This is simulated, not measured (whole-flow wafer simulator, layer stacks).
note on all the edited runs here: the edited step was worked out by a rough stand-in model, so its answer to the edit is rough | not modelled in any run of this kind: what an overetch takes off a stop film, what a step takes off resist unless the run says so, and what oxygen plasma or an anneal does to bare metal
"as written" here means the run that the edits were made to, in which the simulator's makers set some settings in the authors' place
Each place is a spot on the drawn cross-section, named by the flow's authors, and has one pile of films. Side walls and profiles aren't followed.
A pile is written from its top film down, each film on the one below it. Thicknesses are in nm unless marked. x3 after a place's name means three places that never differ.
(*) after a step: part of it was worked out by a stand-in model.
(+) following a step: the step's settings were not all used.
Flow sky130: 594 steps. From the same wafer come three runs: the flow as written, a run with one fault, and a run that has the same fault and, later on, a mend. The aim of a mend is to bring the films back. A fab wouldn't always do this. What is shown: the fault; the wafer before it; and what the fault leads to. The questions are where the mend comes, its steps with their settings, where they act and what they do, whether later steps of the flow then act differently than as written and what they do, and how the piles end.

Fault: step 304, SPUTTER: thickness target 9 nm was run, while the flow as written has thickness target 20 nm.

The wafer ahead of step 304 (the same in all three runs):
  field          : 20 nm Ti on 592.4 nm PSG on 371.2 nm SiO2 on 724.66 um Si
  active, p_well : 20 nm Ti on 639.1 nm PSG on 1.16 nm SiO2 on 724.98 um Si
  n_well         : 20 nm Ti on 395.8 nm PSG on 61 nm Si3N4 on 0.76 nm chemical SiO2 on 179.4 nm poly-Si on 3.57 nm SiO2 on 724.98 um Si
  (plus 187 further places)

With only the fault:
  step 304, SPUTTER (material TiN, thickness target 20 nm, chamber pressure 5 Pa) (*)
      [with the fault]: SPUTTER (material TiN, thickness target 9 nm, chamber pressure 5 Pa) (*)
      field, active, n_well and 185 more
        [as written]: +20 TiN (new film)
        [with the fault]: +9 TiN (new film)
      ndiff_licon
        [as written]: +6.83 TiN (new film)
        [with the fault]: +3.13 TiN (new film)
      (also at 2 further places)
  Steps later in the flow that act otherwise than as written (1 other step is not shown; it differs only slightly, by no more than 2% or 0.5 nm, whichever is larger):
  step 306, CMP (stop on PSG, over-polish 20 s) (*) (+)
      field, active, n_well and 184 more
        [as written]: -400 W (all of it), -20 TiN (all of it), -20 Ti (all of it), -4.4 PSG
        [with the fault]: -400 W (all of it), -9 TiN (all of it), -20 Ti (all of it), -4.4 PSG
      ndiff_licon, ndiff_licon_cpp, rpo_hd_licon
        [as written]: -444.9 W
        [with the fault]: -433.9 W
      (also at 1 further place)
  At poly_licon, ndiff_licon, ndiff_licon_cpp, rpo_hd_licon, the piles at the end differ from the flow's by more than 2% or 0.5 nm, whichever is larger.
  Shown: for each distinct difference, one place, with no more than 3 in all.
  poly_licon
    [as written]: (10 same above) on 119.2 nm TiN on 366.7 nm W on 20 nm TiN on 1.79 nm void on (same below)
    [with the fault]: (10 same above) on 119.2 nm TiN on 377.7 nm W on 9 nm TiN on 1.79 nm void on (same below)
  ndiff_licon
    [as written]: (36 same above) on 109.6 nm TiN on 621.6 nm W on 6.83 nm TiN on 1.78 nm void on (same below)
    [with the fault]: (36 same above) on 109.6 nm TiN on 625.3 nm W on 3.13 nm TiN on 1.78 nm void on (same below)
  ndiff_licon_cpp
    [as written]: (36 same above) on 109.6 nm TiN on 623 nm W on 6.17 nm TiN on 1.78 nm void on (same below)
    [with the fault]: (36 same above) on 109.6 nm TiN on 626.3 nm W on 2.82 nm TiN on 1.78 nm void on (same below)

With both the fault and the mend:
  The mend follows step 304.
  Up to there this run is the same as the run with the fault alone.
  step 304a, SPUTTER (material TiN, thickness target 11 nm, chamber pressure 5 Pa) (*) (the flow's step 304 again, with other settings)
      field, active, n_well and 185 more
        +11 TiN
      ndiff_licon
        +3.7 TiN
      ndiff_licon_cpp
        +3.35 TiN
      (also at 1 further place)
  None of the later steps of the flow differs from how it acts as written, at any place that is followed, by more than 2% or 0.5 nm, whichever is larger.
  At the end the piles are close to the flow's at the places that both follow, differing by at most 2% or 0.5 nm, whichever is larger.
